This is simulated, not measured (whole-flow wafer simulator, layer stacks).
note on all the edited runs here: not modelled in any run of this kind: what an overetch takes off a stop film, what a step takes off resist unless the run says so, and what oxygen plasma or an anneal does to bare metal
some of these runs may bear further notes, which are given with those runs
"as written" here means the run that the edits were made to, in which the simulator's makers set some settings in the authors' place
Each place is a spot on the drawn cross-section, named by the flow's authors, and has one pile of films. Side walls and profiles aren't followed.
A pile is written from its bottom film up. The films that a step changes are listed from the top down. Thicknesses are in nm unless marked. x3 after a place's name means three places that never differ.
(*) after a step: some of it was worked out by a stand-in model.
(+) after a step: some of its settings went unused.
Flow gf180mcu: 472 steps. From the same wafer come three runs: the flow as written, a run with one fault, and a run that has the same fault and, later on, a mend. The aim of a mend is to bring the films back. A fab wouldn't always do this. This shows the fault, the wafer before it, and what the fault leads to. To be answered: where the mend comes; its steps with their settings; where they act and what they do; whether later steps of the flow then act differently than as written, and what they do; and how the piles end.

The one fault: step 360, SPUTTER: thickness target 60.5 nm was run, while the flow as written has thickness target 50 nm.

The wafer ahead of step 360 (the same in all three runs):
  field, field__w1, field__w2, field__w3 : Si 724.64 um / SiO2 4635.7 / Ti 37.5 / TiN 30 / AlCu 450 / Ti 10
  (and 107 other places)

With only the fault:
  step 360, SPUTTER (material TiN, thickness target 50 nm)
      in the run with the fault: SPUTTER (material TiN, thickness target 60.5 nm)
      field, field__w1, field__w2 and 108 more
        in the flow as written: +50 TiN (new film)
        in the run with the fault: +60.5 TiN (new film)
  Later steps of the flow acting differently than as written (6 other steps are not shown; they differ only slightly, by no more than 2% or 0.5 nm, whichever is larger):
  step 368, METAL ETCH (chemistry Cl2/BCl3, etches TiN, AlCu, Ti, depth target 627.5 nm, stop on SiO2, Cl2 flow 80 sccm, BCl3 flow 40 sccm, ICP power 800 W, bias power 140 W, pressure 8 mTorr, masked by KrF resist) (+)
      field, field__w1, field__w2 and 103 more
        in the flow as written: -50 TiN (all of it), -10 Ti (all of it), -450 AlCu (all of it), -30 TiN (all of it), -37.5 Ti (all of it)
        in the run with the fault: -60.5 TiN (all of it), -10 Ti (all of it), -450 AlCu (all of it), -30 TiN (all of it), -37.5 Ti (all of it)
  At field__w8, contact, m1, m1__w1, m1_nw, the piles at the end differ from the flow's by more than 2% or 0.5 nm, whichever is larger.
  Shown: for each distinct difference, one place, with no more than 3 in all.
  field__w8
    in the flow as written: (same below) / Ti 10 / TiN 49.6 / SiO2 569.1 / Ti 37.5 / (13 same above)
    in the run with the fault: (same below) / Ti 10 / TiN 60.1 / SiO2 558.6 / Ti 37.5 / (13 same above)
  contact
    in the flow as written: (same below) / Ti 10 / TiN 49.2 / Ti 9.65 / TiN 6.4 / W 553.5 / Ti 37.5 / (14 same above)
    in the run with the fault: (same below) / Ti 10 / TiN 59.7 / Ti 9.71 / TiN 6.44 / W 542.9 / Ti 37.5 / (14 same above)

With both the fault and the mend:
  The mend follows step 367.
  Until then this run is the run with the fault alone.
  step 367a, STRIP (chemistry O2/N2, power 2160 W, pressure 1700 mTorr) (*)
      field__w8, contact, m1, m1__w1, m1_nw
        -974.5 KrF resist (all of it)
  step 367b, METAL ETCH (chemistry Cl2/BCl3, etches TiN, AlCu, Ti, depth target 10.5 nm, Cl2 flow 80 sccm, BCl3 flow 40 sccm, ICP power 800 W, bias power 140 W, pressure 8 mTorr) (the flow's step 260 again, with other settings)
      field, field__w1, field__w2 and 108 more
        -10.5 TiN
  step 367c, HMDS (120 C, 60 s) (the flow's step 362 again)
      does not change any film at any place that is followed
  step 367d, COAT (KrF resist, thickness 1000 nm) (the flow's step 363 again)
      field, field__w1, field__w2 and 108 more
        +1000 KrF resist (new film)
  step 367e, SOFTBAKE (KrF resist) (the flow's step 364 again)
      does not change any film at any place that is followed
  step 367f, EXPOSE (photomask Metal4) (the flow's step 365 again)
      does not change any film at any place that is followed
  step 367g, PEB (KrF resist, 135 C, 90 s) (the flow's step 366 again)
      field, field__w1, field__w2 and 108 more
        -10.5 KrF resist
  step 367h, DEVELOP (thickness 1000 nm, 60 s) (the flow's step 367 again)
      field, field__w1, field__w2 and 103 more
        -989.5 KrF resist (all of it)
      field__w8, contact, m1, m1__w1, m1_nw
        -14.9 KrF resist
  None of the later steps of the flow acts differently than as written at any place that is followed.
  At every place that both follow, the piles at the end match the flow's.
